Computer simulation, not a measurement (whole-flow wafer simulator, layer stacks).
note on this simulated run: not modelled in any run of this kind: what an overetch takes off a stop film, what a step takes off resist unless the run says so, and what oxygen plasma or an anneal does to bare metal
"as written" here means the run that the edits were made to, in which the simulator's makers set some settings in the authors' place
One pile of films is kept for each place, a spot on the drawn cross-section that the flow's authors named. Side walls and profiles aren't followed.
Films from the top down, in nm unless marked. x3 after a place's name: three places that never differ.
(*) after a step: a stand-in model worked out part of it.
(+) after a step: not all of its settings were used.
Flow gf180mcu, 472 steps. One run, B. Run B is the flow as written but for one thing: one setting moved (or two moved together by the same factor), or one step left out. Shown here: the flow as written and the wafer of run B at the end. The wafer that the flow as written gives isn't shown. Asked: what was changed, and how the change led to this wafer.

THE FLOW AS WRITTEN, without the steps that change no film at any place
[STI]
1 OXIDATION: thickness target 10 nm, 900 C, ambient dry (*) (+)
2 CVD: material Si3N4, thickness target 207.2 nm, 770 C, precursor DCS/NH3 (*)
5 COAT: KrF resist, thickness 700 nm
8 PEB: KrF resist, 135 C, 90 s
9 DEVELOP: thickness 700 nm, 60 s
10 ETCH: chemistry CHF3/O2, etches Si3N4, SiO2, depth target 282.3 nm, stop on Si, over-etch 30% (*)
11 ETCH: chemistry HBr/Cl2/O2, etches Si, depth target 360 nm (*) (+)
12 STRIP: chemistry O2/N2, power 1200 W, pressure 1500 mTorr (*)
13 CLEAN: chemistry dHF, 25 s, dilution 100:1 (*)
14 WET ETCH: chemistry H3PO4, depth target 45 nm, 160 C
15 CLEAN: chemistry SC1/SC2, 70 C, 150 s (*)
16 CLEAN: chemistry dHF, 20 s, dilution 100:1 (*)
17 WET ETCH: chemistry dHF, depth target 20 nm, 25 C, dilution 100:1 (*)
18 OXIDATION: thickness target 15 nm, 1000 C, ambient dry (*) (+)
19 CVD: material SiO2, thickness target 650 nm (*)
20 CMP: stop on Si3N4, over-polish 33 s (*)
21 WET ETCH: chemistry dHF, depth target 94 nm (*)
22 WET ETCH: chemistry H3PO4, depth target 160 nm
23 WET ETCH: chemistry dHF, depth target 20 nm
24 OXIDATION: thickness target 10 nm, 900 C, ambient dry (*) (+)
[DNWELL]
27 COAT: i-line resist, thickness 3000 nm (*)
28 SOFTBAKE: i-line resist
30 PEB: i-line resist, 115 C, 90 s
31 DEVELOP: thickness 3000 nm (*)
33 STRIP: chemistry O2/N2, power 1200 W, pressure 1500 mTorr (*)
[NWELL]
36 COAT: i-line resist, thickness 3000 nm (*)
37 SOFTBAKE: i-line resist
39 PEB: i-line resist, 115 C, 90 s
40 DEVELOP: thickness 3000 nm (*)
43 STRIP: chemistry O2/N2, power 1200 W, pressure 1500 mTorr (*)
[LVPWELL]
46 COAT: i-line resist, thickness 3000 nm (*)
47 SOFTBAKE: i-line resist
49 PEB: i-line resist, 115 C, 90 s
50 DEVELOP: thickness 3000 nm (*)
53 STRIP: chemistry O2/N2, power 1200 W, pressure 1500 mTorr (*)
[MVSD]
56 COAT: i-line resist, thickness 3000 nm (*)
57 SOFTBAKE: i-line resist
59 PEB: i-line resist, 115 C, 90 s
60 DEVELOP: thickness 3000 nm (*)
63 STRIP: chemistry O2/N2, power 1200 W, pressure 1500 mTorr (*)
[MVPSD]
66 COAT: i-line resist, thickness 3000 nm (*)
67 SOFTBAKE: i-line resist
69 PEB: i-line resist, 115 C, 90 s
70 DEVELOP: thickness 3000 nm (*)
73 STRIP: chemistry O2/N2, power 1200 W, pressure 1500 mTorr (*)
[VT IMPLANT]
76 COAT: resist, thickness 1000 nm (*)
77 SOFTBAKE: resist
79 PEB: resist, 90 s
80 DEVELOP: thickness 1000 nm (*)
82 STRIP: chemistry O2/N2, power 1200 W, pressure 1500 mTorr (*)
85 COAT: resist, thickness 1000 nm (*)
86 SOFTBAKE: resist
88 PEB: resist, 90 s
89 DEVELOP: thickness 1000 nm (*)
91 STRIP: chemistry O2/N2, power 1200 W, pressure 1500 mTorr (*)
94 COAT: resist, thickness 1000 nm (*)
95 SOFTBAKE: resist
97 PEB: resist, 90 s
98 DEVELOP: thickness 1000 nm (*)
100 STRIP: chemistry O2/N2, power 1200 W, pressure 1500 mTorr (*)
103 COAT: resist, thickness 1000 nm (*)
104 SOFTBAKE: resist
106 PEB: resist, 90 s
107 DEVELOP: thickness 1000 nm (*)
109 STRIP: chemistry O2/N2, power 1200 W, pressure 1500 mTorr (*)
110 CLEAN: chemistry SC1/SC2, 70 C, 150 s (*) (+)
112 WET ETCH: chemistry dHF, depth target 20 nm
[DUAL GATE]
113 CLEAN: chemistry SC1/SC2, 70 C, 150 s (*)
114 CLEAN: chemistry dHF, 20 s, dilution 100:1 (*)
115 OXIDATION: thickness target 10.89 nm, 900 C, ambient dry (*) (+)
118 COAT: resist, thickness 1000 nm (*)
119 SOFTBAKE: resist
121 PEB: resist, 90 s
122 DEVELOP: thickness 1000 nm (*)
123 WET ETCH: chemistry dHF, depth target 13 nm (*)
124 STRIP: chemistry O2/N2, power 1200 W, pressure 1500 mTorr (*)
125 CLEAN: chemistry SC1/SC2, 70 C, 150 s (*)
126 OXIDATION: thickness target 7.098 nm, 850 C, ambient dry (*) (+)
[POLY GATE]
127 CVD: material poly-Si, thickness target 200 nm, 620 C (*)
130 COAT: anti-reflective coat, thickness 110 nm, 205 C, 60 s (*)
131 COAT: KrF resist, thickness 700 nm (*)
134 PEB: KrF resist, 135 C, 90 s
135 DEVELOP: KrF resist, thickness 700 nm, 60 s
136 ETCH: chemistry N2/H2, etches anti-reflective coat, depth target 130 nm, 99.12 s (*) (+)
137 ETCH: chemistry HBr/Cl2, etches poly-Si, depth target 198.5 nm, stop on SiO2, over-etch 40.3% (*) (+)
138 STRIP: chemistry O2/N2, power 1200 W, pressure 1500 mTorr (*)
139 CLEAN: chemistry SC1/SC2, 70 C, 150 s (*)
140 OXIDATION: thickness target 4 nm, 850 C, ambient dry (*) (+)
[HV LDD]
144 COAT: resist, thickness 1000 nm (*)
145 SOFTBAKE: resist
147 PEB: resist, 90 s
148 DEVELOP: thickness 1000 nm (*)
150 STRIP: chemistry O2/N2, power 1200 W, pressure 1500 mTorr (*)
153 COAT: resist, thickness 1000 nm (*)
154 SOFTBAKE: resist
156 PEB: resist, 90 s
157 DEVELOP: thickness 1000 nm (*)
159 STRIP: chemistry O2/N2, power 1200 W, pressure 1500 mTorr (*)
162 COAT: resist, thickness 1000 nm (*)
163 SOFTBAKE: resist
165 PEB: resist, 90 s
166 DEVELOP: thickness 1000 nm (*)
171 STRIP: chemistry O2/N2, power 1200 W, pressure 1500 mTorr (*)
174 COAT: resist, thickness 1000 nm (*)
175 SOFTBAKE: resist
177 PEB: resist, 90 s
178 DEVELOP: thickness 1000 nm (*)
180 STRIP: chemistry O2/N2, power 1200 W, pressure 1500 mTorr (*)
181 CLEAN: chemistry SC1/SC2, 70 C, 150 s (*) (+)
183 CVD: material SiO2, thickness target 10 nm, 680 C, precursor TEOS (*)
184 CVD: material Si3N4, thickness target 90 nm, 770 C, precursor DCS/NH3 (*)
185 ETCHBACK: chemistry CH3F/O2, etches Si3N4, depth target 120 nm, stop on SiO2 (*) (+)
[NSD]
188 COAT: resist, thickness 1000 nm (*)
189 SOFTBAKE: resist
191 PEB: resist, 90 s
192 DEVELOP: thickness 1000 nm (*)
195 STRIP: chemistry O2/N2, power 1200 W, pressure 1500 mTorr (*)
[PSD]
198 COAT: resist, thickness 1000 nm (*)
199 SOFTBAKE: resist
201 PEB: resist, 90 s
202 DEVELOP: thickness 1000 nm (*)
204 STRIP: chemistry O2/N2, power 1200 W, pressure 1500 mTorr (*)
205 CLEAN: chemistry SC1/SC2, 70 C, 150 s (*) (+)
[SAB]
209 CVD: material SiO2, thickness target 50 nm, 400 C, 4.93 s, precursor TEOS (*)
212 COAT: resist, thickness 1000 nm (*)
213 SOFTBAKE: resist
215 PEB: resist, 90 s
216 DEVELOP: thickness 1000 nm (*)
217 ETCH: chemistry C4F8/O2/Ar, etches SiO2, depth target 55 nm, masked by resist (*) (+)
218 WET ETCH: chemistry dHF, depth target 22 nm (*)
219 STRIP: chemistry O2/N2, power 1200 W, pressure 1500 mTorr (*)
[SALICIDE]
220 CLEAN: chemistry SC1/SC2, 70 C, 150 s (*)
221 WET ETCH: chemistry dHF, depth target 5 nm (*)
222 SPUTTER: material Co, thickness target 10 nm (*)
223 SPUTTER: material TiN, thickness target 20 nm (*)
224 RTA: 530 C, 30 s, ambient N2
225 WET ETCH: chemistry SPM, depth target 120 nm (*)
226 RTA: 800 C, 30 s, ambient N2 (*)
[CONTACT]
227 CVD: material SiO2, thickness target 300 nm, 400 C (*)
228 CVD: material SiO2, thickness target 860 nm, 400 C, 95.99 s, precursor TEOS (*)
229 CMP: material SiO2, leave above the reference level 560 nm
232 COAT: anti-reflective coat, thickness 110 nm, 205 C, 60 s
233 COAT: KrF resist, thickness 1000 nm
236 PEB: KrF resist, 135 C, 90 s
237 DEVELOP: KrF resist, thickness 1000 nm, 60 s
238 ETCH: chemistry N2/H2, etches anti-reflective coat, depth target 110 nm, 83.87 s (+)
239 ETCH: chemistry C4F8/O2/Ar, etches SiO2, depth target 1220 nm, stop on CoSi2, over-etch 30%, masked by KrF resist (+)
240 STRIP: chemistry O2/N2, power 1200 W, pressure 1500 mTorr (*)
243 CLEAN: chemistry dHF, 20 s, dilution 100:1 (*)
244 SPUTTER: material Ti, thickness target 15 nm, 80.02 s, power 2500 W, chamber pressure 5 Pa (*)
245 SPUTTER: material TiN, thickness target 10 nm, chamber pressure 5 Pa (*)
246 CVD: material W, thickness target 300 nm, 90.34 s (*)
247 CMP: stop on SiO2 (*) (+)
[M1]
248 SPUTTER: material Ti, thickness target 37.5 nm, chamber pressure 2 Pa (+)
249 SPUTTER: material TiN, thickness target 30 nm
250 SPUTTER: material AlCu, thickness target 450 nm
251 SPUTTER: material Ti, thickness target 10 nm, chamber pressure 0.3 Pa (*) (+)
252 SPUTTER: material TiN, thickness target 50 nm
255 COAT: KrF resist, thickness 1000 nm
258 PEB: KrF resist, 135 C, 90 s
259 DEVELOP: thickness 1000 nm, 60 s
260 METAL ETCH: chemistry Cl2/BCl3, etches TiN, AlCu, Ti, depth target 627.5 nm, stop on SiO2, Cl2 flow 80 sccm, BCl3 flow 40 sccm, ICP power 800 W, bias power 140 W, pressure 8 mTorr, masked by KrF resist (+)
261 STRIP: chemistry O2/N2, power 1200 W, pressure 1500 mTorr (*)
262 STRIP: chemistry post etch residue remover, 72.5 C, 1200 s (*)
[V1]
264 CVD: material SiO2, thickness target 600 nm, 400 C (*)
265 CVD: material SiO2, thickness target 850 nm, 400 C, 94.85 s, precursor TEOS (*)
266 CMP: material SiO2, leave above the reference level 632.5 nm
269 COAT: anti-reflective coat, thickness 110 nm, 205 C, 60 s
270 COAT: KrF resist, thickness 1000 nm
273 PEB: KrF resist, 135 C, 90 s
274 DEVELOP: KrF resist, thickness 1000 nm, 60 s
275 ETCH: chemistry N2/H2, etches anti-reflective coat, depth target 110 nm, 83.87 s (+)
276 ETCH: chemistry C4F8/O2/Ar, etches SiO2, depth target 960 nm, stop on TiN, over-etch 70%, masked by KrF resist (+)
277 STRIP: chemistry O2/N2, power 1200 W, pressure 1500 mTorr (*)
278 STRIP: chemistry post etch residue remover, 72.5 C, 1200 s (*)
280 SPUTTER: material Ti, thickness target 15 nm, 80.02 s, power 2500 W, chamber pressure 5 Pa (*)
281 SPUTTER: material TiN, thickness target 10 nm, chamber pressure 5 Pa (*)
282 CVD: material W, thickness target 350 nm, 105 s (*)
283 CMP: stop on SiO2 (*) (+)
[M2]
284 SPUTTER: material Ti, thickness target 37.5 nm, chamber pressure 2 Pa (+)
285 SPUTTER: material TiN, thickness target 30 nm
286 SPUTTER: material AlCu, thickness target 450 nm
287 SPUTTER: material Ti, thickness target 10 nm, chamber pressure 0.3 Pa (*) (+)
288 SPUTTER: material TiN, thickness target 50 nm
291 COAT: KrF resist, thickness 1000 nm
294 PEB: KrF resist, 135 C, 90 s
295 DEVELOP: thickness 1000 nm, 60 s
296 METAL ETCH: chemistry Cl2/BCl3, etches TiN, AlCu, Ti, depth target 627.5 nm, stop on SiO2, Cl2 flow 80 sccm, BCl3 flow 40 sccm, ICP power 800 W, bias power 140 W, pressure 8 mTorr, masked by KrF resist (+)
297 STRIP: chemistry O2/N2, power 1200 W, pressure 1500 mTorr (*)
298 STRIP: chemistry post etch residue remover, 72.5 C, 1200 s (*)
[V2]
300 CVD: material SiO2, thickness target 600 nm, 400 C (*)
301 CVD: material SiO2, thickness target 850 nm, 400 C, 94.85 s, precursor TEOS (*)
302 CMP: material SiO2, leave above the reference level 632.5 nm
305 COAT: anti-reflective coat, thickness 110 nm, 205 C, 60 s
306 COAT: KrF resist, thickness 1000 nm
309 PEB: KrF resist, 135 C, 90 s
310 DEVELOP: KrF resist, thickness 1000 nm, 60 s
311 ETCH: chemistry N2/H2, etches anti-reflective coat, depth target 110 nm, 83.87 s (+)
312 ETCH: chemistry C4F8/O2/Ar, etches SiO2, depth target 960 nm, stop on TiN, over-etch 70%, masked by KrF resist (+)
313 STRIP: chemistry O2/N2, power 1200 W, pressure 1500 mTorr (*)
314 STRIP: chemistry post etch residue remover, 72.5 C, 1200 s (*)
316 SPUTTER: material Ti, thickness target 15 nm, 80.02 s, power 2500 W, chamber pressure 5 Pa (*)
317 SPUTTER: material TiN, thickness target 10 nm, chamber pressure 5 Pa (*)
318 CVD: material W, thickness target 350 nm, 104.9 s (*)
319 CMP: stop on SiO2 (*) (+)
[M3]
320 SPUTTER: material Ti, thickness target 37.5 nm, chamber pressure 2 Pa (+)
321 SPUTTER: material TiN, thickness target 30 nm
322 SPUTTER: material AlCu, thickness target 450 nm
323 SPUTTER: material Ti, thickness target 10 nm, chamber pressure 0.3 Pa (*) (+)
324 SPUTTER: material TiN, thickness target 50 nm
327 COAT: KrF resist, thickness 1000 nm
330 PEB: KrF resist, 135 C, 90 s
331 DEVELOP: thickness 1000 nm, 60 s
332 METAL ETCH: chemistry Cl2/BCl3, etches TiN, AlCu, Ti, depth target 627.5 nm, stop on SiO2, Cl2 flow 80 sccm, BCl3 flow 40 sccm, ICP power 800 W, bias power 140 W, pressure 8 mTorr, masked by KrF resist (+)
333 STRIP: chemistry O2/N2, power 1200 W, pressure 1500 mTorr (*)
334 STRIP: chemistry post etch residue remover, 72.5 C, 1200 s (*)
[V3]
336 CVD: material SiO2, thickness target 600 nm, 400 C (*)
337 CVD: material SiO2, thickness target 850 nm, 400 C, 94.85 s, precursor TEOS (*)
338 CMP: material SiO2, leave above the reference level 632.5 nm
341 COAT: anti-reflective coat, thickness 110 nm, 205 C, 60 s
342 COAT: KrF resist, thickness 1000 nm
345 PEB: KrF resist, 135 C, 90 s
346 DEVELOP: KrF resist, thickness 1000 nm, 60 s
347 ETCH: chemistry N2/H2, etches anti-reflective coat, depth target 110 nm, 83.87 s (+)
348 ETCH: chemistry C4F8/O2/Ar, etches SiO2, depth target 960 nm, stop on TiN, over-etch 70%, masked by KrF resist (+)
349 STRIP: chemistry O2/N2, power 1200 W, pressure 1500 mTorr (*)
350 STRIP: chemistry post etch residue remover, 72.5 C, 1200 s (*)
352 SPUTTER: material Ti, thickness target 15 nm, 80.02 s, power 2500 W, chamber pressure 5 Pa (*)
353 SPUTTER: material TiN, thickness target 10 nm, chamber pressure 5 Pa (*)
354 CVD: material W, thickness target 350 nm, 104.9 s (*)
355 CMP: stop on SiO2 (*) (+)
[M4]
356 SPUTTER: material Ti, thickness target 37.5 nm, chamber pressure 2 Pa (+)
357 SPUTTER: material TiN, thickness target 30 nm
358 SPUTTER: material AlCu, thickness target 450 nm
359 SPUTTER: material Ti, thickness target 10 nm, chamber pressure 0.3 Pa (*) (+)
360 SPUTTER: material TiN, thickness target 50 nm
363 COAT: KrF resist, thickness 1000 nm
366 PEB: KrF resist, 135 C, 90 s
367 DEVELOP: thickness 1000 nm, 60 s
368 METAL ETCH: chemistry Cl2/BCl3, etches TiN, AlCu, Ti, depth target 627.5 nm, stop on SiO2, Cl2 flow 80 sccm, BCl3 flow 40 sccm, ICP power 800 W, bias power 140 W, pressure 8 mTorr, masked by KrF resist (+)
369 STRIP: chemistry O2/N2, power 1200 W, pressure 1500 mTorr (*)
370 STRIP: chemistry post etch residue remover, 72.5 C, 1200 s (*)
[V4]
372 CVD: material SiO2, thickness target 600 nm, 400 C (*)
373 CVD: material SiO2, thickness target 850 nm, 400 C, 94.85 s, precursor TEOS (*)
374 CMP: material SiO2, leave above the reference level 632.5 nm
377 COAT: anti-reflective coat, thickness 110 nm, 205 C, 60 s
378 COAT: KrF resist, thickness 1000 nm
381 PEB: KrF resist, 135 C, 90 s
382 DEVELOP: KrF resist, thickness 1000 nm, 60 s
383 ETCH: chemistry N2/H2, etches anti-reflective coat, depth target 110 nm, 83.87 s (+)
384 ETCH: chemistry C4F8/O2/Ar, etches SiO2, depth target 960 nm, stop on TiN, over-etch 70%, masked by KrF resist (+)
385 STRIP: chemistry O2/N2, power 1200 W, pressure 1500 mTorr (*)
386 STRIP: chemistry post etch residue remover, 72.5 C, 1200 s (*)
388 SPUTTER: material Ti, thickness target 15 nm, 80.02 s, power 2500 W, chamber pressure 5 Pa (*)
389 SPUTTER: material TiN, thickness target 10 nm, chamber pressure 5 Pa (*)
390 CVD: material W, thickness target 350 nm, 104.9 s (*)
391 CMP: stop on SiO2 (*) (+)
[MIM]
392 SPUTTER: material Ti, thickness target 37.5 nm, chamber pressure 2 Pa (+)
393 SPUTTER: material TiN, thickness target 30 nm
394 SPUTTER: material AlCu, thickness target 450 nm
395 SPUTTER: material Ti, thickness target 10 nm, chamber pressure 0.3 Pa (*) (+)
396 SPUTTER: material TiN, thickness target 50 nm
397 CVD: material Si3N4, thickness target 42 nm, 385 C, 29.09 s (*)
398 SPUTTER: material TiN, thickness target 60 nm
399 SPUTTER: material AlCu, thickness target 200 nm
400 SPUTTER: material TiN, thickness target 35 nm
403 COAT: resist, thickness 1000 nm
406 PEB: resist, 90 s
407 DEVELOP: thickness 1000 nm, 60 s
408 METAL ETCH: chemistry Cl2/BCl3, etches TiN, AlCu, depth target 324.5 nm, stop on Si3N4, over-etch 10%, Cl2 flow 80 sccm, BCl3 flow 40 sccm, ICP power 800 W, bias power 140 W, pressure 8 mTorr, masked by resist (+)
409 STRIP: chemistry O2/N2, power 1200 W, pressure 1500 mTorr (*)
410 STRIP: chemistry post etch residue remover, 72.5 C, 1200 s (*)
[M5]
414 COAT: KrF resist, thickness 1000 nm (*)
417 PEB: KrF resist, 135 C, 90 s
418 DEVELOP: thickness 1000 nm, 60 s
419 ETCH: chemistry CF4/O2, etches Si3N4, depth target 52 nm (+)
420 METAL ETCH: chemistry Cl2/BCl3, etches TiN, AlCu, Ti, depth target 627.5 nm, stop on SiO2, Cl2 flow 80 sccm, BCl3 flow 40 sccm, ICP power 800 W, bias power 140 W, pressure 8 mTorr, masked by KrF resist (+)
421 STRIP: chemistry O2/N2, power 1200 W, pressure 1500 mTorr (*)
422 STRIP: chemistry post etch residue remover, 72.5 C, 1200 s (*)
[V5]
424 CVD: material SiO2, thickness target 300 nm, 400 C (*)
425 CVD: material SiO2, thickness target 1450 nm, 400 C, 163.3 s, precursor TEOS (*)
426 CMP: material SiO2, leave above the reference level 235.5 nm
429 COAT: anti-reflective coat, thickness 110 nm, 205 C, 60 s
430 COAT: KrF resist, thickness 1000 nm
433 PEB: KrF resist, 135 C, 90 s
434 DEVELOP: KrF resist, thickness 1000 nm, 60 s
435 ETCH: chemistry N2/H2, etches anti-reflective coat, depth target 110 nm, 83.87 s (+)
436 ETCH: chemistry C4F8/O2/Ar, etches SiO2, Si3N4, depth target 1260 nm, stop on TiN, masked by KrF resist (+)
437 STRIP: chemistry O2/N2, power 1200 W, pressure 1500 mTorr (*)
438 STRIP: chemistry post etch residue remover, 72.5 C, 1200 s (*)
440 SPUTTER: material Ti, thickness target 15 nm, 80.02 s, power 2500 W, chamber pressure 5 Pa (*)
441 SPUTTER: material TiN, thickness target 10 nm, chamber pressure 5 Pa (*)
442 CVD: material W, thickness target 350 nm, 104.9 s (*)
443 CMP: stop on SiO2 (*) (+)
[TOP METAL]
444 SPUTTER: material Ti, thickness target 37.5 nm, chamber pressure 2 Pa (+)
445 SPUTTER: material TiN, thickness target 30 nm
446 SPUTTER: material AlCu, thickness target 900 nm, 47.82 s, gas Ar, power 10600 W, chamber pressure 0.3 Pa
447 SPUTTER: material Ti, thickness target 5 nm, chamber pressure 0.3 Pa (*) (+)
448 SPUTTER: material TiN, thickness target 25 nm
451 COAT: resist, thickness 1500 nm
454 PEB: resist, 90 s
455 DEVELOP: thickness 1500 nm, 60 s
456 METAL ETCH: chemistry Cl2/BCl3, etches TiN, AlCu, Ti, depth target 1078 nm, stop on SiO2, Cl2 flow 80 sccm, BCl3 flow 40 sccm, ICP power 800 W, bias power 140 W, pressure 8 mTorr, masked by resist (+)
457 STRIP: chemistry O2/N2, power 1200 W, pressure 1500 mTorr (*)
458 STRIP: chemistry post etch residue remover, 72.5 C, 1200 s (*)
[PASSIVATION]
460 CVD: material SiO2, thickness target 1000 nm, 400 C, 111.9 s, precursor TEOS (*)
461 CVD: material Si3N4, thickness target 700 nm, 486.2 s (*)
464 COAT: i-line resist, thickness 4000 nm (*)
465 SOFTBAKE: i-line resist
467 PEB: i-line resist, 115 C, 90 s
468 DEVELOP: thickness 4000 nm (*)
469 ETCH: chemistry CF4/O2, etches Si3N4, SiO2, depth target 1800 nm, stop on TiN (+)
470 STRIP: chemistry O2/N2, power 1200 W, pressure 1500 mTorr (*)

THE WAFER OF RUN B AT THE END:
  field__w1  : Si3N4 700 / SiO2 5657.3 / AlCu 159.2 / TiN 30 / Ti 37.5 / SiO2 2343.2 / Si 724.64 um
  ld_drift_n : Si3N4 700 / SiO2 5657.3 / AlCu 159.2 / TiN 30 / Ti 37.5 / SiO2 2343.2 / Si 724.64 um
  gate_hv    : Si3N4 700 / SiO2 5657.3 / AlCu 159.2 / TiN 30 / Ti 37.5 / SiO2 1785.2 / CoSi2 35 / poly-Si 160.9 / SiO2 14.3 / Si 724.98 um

The cause: step 296, METAL ETCH: depth target 345.1 nm was run, where the flow has depth target 627.5 nm.

How the change led to this, step by step:
  296 METAL ETCH: chemistry Cl2/BCl3, etches TiN, AlCu, Ti, depth target 627.5 nm, stop on SiO2, Cl2 flow 80 sccm, BCl3 flow 40 sccm, ICP power 800 W, bias power 140 W, pressure 8 mTorr, masked by KrF resist (+)
      field, field__w1, field__w2 and 103 more: TiN -50 (all of it), Ti -10 (all of it), AlCu -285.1 (as written it would be: TiN -50 (all of it), Ti -10 (all of it), AlCu -450 (all of it), TiN -30 (all of it), Ti -37.5 (all of it))
      field__w8, contact, m1, m1__w1, m1_nw: KrF resist -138 (as written it would be: KrF resist -251)
  297 STRIP: chemistry O2/N2, power 1200 W, pressure 1500 mTorr (*)
      field__w8, contact, m1, m1__w1, m1_nw: KrF resist -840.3 (all of it) (as written it would be: KrF resist -727.4 (all of it))
  298 STRIP: chemistry post etch residue remover, 72.5 C, 1200 s (*)
      field, field__w1, field__w2 and 103 more: AlCu -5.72 (as written it would be: nothing)
  300 CVD: material SiO2, thickness target 600 nm, 400 C (*)
      field, field__w1, field__w2 and 103 more: SiO2 +600 (new film) (as written it would be: SiO2 +600)
  302 CMP: material SiO2, leave above the reference level 632.5 nm
      field, field__w1, field__w2 and 103 more: SiO2 -526.7 (as written it would be: SiO2 -300)
Counting metal films that touch as one body, field__w1 has 1 body; the flow as written gives 0 bodies.
Counting metal films that touch as one body, ld_drift_n has 1 body; the flow as written gives 0 bodies.
Counting metal films that touch as one body, gate_hv has 2 bodies (between them, from the top down: SiO2 1785.2); the flow as written gives 1 body.
